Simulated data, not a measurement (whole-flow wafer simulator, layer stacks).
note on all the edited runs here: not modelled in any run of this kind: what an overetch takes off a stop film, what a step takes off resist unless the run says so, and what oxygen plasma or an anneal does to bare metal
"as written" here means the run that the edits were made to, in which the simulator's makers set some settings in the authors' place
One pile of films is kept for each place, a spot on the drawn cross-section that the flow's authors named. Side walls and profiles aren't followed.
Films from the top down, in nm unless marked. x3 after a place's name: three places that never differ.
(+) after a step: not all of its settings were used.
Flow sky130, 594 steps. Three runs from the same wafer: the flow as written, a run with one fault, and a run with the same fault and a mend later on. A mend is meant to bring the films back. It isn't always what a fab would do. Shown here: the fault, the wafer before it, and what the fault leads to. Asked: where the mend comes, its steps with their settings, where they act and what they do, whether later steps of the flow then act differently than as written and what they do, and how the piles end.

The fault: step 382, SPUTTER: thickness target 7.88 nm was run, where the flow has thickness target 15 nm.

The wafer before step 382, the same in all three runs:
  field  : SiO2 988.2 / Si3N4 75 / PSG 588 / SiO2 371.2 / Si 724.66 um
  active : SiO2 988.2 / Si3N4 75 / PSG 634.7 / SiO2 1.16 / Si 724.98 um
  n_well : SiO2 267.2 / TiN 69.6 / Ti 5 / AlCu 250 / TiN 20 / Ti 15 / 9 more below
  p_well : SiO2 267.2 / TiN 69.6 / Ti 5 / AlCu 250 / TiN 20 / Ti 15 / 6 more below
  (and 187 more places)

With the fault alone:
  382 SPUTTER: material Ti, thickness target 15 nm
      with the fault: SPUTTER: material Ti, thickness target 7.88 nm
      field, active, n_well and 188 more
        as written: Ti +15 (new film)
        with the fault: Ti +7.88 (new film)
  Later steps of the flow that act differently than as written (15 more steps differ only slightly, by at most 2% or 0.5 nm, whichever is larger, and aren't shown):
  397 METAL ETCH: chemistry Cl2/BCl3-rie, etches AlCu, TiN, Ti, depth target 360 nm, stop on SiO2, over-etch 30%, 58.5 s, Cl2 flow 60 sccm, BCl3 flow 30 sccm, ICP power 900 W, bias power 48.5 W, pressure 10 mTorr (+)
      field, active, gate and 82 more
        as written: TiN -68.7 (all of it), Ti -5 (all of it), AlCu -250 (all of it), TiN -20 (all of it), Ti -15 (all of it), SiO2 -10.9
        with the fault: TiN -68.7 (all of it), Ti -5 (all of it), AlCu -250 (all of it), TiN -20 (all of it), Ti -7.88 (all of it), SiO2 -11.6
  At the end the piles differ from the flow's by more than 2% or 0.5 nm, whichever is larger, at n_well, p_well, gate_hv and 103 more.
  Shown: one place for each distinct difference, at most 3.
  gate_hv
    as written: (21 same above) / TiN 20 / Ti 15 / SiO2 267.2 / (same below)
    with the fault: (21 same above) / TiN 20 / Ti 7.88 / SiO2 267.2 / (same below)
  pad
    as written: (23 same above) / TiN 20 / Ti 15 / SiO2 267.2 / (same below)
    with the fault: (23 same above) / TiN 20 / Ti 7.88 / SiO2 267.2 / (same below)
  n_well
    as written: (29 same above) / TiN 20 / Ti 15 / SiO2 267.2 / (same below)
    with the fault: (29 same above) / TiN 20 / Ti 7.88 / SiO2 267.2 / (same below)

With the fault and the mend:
  The mend comes after step 382.
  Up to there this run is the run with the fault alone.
  382a SPUTTER: material Ti, thickness target 7.12 nm (the flow's step 382 once more, with other settings)
      field, active, n_well and 188 more
        Ti +7.12
  No later step of the flow acts differently than as written at any place that is followed.
  At the end the piles are the same as the flow's at every place that both follow.
